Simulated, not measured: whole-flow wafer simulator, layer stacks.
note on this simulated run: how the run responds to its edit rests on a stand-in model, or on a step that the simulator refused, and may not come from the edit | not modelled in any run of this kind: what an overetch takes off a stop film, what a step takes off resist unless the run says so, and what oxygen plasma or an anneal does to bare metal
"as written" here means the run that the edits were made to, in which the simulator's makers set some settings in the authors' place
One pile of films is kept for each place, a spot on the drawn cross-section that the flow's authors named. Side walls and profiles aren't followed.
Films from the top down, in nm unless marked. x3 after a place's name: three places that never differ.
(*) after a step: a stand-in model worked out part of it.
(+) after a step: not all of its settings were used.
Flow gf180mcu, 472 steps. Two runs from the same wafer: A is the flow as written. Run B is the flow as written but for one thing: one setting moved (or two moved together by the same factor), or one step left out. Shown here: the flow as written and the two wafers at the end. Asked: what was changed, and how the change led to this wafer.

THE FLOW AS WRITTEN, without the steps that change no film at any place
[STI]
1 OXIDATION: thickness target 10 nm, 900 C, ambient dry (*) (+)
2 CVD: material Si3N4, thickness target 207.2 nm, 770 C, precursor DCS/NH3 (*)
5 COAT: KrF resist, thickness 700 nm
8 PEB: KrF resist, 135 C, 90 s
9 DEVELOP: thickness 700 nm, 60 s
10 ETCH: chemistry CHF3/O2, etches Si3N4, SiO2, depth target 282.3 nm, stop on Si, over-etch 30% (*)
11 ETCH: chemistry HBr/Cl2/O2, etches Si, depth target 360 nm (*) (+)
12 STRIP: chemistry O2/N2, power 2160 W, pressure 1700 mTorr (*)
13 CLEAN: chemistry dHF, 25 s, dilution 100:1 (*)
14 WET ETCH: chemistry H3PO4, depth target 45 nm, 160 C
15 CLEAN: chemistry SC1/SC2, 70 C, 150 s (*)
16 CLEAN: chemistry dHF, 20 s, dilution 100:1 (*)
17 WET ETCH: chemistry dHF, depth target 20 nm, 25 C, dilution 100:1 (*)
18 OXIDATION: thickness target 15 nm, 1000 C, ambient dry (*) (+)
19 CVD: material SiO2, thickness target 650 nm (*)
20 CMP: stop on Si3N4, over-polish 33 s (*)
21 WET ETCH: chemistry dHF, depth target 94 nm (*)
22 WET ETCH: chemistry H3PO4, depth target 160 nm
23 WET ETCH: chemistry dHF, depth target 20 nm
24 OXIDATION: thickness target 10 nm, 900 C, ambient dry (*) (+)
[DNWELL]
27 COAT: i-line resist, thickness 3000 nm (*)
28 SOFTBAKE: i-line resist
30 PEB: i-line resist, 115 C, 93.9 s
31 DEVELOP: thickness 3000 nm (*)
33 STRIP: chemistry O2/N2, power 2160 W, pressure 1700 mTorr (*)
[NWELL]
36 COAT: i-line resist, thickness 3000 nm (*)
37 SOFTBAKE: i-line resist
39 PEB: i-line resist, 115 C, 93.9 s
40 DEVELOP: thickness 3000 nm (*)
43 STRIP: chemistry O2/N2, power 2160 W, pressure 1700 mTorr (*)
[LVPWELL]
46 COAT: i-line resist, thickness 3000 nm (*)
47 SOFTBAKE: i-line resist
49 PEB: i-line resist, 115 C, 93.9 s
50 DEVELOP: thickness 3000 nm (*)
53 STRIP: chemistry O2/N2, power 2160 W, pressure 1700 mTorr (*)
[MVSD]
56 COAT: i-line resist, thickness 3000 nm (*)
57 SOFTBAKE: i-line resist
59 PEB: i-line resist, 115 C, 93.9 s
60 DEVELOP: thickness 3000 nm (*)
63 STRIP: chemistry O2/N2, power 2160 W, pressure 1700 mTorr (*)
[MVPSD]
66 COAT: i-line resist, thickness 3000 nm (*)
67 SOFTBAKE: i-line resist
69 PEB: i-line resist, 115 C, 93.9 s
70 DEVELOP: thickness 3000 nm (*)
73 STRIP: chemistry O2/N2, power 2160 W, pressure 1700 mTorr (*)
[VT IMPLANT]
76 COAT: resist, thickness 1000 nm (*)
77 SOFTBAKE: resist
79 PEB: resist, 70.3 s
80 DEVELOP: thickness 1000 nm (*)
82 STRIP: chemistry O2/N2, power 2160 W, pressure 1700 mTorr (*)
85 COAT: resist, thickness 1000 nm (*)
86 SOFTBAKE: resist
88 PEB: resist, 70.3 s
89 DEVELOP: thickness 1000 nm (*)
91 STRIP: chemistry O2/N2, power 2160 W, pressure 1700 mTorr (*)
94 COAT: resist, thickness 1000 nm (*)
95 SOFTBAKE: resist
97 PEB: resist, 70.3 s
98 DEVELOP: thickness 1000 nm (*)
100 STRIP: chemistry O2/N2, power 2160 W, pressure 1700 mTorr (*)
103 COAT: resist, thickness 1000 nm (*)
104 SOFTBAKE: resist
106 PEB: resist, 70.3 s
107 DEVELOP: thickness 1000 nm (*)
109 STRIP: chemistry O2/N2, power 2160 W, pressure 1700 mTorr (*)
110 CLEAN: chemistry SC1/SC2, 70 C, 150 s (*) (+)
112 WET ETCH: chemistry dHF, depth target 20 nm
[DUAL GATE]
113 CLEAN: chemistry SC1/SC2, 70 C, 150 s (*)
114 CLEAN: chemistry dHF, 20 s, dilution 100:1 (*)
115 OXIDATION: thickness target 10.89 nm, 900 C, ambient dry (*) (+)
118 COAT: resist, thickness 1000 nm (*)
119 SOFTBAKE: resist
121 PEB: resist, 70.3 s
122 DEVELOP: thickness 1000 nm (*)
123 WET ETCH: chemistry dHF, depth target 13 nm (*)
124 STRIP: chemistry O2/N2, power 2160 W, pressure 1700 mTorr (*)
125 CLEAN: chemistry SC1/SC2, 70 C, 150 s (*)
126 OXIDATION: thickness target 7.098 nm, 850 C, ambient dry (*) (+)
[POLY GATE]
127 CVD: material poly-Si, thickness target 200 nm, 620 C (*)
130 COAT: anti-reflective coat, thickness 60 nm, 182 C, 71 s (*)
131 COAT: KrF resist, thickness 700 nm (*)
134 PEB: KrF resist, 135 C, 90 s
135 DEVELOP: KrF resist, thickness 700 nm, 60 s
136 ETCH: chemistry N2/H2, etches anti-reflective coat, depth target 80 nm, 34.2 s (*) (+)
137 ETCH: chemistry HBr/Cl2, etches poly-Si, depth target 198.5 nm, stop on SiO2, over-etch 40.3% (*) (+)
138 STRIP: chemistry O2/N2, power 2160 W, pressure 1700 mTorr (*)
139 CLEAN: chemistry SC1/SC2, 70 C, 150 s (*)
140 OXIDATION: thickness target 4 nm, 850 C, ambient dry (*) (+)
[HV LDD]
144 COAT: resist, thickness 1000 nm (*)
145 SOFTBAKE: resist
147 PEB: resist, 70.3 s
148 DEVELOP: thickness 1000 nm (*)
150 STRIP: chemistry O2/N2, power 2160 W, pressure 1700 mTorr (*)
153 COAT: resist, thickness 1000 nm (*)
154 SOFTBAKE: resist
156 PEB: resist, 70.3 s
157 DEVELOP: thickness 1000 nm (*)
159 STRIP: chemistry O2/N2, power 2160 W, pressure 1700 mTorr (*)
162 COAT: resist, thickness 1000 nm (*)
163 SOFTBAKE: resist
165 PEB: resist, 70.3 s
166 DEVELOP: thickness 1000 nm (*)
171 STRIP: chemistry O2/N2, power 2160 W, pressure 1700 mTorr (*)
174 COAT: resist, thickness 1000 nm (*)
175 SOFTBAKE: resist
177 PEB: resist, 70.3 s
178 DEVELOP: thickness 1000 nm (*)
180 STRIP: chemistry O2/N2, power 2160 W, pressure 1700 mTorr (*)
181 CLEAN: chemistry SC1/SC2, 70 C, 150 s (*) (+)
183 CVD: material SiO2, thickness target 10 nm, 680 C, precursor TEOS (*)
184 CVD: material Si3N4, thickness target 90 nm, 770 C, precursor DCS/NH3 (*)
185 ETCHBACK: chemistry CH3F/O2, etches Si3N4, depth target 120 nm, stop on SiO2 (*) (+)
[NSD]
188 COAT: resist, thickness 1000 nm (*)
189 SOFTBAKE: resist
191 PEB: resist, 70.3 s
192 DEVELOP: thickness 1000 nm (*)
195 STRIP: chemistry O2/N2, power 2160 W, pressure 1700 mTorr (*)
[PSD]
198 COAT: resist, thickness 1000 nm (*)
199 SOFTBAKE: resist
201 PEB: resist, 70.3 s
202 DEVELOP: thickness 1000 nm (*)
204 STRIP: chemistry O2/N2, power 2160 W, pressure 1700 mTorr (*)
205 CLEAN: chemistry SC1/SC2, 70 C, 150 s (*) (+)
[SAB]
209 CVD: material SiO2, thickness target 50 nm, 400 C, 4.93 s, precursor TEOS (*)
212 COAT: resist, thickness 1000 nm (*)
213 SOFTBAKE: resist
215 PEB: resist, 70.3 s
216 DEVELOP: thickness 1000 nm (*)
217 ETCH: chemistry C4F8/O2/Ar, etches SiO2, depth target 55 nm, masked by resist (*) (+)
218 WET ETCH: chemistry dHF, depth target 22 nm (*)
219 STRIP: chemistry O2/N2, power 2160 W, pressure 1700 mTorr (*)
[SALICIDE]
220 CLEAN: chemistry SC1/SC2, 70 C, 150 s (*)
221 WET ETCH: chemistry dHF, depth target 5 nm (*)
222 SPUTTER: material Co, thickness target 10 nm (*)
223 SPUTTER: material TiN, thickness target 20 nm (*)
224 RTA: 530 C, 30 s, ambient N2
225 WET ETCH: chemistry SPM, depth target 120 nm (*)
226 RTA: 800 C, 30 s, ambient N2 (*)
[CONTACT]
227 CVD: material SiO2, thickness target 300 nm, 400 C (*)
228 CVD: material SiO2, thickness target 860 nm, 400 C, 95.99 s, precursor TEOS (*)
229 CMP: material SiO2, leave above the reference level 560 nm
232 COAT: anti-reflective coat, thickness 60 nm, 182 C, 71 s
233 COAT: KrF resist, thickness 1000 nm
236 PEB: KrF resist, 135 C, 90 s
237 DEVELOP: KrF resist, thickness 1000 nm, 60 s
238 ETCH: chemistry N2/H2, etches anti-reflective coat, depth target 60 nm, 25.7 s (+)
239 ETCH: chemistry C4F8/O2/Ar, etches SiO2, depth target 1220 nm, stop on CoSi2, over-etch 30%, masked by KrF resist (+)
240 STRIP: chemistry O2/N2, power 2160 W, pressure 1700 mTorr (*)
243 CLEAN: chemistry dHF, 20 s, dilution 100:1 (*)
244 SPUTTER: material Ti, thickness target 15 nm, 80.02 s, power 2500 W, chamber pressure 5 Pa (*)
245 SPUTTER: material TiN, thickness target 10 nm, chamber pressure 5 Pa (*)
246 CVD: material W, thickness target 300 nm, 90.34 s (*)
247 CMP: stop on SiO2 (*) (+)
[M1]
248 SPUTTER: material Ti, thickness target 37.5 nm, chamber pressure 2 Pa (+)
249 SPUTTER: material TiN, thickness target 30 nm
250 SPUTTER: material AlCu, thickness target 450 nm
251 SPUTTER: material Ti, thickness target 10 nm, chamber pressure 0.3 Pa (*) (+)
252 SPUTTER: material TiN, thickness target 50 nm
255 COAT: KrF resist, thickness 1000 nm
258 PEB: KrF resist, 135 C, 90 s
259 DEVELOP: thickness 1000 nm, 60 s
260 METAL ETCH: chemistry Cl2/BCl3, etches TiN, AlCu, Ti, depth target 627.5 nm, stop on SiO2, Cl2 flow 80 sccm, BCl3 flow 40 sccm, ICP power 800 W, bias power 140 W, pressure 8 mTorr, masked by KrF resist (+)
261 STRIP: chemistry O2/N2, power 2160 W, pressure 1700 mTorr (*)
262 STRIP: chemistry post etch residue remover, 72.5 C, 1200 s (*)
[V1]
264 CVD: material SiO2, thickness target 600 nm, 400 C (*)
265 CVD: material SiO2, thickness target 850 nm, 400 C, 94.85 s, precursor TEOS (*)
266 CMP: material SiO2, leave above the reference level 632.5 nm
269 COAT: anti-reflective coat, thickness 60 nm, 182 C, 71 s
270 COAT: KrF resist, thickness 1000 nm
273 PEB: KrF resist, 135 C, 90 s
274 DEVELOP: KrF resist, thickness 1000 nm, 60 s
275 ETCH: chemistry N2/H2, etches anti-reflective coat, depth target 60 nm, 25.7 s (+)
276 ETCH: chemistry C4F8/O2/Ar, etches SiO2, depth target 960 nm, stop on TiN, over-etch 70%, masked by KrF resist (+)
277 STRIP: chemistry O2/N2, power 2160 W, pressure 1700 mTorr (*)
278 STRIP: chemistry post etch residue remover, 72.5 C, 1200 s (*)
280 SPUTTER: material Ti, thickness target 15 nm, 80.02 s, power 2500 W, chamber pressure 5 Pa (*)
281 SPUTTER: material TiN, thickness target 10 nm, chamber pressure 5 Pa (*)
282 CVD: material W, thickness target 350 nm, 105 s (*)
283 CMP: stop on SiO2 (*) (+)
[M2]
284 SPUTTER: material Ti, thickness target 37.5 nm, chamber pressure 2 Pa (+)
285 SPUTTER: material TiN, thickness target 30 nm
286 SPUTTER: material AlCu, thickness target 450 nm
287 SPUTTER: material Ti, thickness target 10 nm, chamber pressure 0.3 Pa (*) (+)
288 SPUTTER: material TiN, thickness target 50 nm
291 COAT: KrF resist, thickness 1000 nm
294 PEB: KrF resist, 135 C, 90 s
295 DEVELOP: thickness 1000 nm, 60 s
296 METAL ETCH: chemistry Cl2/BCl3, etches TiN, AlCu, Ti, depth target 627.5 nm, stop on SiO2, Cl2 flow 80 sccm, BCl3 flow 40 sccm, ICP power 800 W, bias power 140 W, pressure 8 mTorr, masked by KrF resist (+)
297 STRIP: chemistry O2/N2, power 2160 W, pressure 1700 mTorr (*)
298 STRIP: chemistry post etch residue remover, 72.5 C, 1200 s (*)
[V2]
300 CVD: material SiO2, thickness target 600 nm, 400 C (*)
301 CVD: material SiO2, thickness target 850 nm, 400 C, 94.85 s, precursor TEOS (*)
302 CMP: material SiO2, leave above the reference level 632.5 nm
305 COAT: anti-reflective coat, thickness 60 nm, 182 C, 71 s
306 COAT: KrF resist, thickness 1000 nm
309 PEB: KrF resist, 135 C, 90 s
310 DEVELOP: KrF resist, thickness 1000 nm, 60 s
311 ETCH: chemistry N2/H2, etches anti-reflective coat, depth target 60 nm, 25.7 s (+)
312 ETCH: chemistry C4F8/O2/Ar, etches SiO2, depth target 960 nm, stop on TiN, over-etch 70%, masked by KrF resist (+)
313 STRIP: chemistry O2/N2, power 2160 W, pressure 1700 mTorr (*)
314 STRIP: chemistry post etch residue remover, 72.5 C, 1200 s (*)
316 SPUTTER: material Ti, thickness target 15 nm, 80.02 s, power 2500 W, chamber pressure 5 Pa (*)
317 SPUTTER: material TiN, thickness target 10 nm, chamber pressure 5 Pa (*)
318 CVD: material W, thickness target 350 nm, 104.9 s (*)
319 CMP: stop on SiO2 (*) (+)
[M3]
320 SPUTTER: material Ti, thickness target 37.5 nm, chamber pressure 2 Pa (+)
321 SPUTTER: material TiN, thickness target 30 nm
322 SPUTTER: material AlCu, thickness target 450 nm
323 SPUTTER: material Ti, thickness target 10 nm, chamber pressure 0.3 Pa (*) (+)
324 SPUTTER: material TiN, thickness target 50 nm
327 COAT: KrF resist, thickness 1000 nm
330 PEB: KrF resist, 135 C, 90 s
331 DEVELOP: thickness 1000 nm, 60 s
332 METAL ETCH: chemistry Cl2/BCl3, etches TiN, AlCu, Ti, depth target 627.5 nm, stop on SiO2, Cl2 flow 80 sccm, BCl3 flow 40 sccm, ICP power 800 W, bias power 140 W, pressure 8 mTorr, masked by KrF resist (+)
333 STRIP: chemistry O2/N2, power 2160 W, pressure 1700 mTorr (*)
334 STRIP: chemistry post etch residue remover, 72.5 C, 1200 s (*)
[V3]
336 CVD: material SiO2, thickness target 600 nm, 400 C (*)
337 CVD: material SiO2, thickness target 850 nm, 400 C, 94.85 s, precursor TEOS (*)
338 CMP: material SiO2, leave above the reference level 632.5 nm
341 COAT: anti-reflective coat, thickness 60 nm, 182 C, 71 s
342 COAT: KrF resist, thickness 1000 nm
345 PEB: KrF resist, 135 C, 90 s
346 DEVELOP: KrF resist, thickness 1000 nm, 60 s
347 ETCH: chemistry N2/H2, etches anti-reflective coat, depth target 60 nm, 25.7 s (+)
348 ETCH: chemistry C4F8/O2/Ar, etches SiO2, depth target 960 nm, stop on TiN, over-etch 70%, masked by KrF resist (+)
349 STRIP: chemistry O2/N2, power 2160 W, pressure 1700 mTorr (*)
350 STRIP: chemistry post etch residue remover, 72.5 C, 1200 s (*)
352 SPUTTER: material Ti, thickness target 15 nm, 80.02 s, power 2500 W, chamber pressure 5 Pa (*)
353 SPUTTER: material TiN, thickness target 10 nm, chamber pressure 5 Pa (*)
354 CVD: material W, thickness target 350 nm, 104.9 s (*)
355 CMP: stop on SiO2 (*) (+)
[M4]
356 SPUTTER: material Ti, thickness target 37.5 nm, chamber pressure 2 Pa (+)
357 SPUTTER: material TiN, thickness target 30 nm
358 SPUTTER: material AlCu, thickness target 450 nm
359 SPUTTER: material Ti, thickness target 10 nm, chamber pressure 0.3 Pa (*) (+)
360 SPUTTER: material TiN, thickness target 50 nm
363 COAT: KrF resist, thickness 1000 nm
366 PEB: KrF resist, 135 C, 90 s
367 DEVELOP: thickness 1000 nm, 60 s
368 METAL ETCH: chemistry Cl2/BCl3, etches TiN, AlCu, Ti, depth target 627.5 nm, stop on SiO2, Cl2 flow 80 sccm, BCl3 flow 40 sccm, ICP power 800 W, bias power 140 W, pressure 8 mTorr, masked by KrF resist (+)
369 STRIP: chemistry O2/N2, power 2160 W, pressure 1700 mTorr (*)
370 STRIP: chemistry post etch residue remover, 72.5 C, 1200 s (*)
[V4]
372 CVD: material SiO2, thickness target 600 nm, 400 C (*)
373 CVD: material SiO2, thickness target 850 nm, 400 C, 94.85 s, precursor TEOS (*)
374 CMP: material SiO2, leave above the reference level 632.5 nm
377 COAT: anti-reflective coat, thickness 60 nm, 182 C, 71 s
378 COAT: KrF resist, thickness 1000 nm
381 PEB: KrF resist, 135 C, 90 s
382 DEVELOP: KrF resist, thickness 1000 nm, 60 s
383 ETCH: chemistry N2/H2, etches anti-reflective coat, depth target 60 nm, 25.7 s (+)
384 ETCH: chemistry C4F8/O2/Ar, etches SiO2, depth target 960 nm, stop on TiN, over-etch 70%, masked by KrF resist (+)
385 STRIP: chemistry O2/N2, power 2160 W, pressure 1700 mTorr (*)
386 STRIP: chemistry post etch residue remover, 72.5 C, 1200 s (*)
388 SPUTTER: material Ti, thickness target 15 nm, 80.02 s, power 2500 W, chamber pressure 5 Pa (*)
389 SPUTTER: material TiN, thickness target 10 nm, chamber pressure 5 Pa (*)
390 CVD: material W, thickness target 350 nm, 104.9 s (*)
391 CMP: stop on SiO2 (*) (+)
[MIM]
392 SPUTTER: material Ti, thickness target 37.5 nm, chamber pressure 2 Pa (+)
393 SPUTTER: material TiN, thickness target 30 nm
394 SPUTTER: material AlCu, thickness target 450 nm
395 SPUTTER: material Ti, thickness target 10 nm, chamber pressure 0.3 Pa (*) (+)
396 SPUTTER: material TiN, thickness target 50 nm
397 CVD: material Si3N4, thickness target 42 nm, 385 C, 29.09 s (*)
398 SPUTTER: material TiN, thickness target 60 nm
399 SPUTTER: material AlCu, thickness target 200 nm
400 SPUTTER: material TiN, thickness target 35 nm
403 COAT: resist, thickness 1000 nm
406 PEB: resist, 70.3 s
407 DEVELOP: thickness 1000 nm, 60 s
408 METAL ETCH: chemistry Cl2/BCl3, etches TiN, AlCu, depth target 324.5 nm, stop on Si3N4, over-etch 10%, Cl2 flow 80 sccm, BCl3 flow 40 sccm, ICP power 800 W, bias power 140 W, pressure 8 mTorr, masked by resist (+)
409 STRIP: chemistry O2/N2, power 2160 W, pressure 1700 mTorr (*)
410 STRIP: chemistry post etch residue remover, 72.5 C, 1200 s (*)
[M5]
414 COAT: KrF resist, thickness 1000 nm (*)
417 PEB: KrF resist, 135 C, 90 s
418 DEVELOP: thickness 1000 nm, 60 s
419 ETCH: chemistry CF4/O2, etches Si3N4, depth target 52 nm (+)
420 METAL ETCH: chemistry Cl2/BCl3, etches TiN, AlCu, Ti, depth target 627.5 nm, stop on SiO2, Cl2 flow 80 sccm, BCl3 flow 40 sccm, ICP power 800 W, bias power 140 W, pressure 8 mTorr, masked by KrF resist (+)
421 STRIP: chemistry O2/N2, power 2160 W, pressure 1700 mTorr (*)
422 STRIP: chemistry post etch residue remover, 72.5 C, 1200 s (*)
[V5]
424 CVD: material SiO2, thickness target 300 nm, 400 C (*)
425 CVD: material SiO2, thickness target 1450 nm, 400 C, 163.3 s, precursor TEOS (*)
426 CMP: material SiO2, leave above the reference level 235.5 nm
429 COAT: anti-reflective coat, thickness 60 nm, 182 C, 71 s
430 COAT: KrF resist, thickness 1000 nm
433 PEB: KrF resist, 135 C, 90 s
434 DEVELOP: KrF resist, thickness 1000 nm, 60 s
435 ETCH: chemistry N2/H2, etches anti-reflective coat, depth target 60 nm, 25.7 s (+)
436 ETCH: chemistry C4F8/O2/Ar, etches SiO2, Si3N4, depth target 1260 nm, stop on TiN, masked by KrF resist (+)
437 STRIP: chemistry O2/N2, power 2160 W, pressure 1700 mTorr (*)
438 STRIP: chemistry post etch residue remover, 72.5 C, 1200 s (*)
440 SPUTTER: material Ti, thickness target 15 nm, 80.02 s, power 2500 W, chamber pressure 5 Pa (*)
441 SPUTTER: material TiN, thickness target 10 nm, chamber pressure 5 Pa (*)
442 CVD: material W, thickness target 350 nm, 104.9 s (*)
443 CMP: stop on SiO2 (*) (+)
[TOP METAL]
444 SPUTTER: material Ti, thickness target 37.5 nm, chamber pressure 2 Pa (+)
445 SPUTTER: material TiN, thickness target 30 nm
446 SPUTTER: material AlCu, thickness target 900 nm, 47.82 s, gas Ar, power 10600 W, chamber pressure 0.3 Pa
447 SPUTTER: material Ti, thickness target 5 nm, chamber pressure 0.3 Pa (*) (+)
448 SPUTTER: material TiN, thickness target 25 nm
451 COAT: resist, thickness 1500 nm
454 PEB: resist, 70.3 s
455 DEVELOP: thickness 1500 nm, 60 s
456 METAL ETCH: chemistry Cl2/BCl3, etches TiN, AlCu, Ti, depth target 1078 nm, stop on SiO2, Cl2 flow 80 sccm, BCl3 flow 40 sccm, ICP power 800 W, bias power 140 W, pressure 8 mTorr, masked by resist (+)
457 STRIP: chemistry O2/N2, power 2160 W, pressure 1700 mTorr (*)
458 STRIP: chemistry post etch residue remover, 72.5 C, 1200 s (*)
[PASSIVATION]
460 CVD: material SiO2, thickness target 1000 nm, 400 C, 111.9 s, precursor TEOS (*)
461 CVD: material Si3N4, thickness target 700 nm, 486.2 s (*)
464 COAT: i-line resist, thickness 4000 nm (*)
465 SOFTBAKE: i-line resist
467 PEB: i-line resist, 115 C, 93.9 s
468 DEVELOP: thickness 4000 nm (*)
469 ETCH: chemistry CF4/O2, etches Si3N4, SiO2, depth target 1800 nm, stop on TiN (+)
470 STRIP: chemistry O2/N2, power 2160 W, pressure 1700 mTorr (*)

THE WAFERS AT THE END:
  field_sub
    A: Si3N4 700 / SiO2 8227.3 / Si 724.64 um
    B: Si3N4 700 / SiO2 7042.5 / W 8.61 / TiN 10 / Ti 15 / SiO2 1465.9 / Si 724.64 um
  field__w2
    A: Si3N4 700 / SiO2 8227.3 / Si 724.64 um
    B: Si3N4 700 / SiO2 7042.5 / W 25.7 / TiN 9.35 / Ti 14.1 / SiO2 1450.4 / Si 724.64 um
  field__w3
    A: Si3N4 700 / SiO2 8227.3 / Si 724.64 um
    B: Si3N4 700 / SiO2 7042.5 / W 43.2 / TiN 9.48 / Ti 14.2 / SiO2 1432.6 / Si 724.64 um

The cause: step 229, CMP: leave above the reference level 879 nm was run, where the flow has leave above the reference level 560 nm.

How the change led to this, step by step:
  229 CMP: material SiO2, leave above the reference level 560 nm
      ldn_sep__w1, ldn_sep__w2, ldn_dft and 8 more: A SiO2 -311 | B nothing
      active, p_well, sd_n, iso_ptap_pw, iso_ntap_nw, iso_ptap_sub, vpnp_e: A SiO2 -299.9 | B nothing
      (and at 93 more places)
  232 COAT: anti-reflective coat, thickness 60 nm, 182 C, 71 s
      field__w11, sti, mim_1p0, pad, dice_street: A anti-reflective coat +60 (new film) | B anti-reflective coat +51.3 (new film)
      field__w10, ldn_tap, ldp_gr: A anti-reflective coat +60 (new film) | B anti-reflective coat +67.5 (new film)
      (and at 82 more places)
  233 COAT: KrF resist, thickness 1000 nm
      mim: A KrF resist +1000 (new film) | B KrF resist +1023.6 (new film)
  238 ETCH: chemistry N2/H2, etches anti-reflective coat, depth target 60 nm, 25.7 s (+)
      contact: A anti-reflective coat -60 (all of it), SiO2 -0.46 | B anti-reflective coat -71.2 (all of it), SiO2 -0.17
      polyc_n: A anti-reflective coat -60 (all of it), SiO2 -0.46 | B anti-reflective coat -40.3 (all of it), SiO2 -0.97
      (and at 1 more place)
  239 ETCH: chemistry C4F8/O2/Ar, etches SiO2, depth target 1220 nm, stop on CoSi2, over-etch 30%, masked by KrF resist (+)
      field, field__w1, field__w2 and 105 more: A KrF resist -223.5 | B KrF resist -244
      contact: A SiO2 -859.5 (all of it) | B SiO2 -1143.1 (all of it)
      (and at 2 more places)
  240 STRIP: chemistry O2/N2, power 2160 W, pressure 1700 mTorr (*)
      sti, mim_1p0, pad, dice_street: A KrF resist -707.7 (all of it), anti-reflective coat -60 (all of it) | B KrF resist -693.5 (all of it), anti-reflective coat -51.3 (all of it)
      p_well, sd_n: A KrF resist -707.7 (all of it), anti-reflective coat -60 (all of it) | B KrF resist -693.5 (all of it), anti-reflective coat -48.2 (all of it)
      (and at 102 more places)
  244 SPUTTER: material Ti, thickness target 15 nm, 80.02 s, power 2500 W, chamber pressure 5 Pa (*)
      field__w3, field__w12: A Ti +15 (new film) | B Ti +14.2 (new film)
      field__w2: A Ti +15 (new film) | B Ti +14.1 (new film)
      (and at 1 more place)
  245 SPUTTER: material TiN, thickness target 10 nm, chamber pressure 5 Pa (*)
      field__w3, field__w12: A TiN +10 (new film) | B TiN +9.48 (new film)
      field__w2: A TiN +10 (new film) | B TiN +9.35 (new film)
      (and at 1 more place)
  246 CVD: material W, thickness target 300 nm, 90.34 s (*)
      polyc_n, polyc_p: A W +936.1 (new film) | B W +1255.1 (new film)
      field__w12: A W +300 (new film) | B W +306.3 (new film)
      (and at 1 more place)
  247 CMP: stop on SiO2 (*) (+)
      ldn_sep, ldn_sep__w2, ldn_fld and 9 more: A W -300 (all of it), TiN -10 (all of it), Ti -15 (all of it), SiO2 -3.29 | B W -300 (all of it), TiN -10 (all of it), Ti -15 (all of it)
      active, p_well, sd_n, iso_ptap_pw, iso_ntap_nw, iso_ptap_sub, vpnp_e: A W -300 (all of it), TiN -10 (all of it), Ti -15 (all of it), SiO2 -3.29 | B W -300 (all of it), TiN -10 (all of it), Ti -3.53
      (and at 90 more places)
  248 SPUTTER: material Ti, thickness target 37.5 nm, chamber pressure 2 Pa (+)
      field_sub__w4, active, p_well and 24 more: A Ti +37.5 (new film) | B Ti +37.5
  260 METAL ETCH: chemistry Cl2/BCl3, etches TiN, AlCu, Ti, depth target 627.5 nm, stop on SiO2, Cl2 flow 80 sccm, BCl3 flow 40 sccm, ICP power 800 W, bias power 140 W, pressure 8 mTorr, masked by KrF resist (+)
      field__w2, field__w3, field__w6 and 10 more: A TiN -50 (all of it), Ti -10 (all of it), AlCu -450 (all of it), TiN -30 (all of it), Ti -37.5 (all of it) | B TiN -50 (all of it), Ti -10 (all of it), AlCu -450 (all of it), TiN -30 (all of it), Ti -37.5 (all of it), W -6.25
      field: A TiN -50 (all of it), Ti -10 (all of it), AlCu -450 (all of it), TiN -30 (all of it), Ti -37.5 (all of it) | B TiN -50 (all of it), Ti -10 (all of it), AlCu -450 (all of it), TiN -30 (all of it), Ti -37.5 (all of it), TiN -9.61 (all of it), Ti -15 (all of it)
      (and at 36 more places)
  262 STRIP: chemistry post etch residue remover, 72.5 C, 1200 s (*)
      field__w2, field__w3, field__w6 and 7 more: A nothing | B W -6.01
      ld_drn_n: A nothing | B W -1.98 (all of it), TiN -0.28
      (and at 2 more places)
  264 CVD: material SiO2, thickness target 600 nm, 400 C (*)
      field__w2, field__w3, field__w6 and 14 more: A SiO2 +600 | B SiO2 +600 (new film)
      ld_drift_n: A SiO2 +600 | B SiO2 +614.8
  266 CMP: material SiO2, leave above the reference level 632.5 nm
      field__w2, field__w3, field__w6 and 9 more: A SiO2 -300 | B SiO2 -287.7
      active, p_well, sd_n, iso_ptap_pw, iso_ntap_nw, iso_ptap_sub, vpnp_e: A SiO2 -300 | B SiO2 -288.5
      (and at 31 more places)
Counting metal films that touch as one body, field_sub has 1 body; the flow as written gives 0 bodies.
Counting metal films that touch as one body, field__w2 has 1 body; the flow as written gives 0 bodies.
Counting metal films that touch as one body, field__w3 has 1 body; the flow as written gives 0 bodies.
